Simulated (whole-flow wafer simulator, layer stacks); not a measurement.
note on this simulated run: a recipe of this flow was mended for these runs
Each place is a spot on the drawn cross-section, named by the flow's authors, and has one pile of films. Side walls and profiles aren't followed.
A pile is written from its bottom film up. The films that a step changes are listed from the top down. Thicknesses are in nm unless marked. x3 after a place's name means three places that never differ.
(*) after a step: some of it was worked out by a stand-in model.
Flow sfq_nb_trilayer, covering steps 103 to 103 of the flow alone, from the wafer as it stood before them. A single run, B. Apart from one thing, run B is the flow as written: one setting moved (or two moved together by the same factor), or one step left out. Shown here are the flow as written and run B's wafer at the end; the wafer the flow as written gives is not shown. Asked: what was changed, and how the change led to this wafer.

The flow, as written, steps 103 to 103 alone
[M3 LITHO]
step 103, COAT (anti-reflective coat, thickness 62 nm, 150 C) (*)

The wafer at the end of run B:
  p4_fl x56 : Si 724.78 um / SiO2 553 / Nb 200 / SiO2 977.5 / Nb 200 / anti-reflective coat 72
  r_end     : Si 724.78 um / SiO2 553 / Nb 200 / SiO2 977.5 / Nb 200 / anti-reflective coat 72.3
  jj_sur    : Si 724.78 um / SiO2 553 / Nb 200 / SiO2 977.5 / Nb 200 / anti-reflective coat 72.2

What caused this: step 103, COAT: thickness 72 nm was run, though the flow has thickness 62 nm.
The wafer itself shows it: p4_fl x56 has anti-reflective coat 72, and step 103 as written asks for 62 nm.

Step by step, how the change led to this:
  step 103, COAT (anti-reflective coat, thickness 62 nm, 150 C) (*)
      p4_fl x56, wl_j_sl x15, wl_d_m1, l0r_line_l x3, m0r_space_l x2: anti-reflective coat gains 72 (new film) (as written it would have been: anti-reflective coat gains 62 (new film))
      r_end, moat, field_r and 7 more: anti-reflective coat gains 72.3 (new film) (as written it would have been: anti-reflective coat gains 62.3 (new film))
      (also at 19 further places)
